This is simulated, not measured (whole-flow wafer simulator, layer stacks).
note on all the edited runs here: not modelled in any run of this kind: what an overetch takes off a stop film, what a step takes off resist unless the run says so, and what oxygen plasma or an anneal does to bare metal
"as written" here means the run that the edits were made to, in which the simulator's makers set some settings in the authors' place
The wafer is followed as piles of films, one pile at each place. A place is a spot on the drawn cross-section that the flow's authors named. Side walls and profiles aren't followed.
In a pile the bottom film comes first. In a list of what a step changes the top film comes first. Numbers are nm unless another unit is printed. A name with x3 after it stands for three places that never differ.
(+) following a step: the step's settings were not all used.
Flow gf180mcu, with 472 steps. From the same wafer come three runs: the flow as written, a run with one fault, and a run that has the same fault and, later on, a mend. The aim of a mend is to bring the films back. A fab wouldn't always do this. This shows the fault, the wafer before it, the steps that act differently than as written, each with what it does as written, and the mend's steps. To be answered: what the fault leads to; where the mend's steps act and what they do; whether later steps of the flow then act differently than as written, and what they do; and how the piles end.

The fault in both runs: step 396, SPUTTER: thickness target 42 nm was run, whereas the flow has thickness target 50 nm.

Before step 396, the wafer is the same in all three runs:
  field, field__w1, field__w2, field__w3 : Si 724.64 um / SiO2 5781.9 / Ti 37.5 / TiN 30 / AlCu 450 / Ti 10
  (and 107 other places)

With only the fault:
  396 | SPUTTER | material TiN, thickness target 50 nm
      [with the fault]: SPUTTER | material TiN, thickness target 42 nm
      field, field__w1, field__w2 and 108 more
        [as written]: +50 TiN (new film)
        [with the fault]: +42 TiN (new film)
  Steps later in the flow that act otherwise than as written (1 more step, not shown, differs only slightly: by at most 2% or 0.5 nm, whichever is larger):
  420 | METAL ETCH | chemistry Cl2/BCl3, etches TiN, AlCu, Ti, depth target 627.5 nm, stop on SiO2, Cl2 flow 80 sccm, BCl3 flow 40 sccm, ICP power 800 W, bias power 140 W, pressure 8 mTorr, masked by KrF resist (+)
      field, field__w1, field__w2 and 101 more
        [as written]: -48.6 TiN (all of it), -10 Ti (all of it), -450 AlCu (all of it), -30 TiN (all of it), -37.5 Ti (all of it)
        [with the fault]: -40.6 TiN (all of it), -10 Ti (all of it), -450 AlCu (all of it), -30 TiN (all of it), -37.5 Ti (all of it)
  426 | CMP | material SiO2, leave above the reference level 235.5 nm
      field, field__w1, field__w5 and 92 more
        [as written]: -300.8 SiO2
        [with the fault]: -308.8 SiO2
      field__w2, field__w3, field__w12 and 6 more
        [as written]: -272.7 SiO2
        [with the fault]: -281 SiO2
  At field__w4, field__w8, contact, m1, m1__w1, mim, mim_1p0, m1_nw, the piles at the end differ from the flow's by more than 2% or 0.5 nm, whichever is larger.
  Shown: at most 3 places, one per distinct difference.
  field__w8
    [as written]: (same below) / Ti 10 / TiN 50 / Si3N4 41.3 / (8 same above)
    [with the fault]: (same below) / Ti 10 / TiN 42 / Si3N4 41.3 / (8 same above)
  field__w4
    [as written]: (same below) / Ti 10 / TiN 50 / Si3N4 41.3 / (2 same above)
    [with the fault]: (same below) / Ti 10 / TiN 42 / Si3N4 41.3 / (2 same above)
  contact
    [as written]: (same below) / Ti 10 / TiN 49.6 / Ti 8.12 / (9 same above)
    [with the fault]: (same below) / Ti 10 / TiN 41.6 / Ti 8.12 / (9 same above)

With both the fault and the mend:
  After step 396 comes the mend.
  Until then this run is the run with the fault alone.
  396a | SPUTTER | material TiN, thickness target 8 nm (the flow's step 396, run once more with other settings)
      field, field__w1, field__w2 and 108 more
        +8 TiN
  Every later step of the flow that is run acts as written at every place that is followed.
  At every place that both follow, the piles at the end match the flow's.
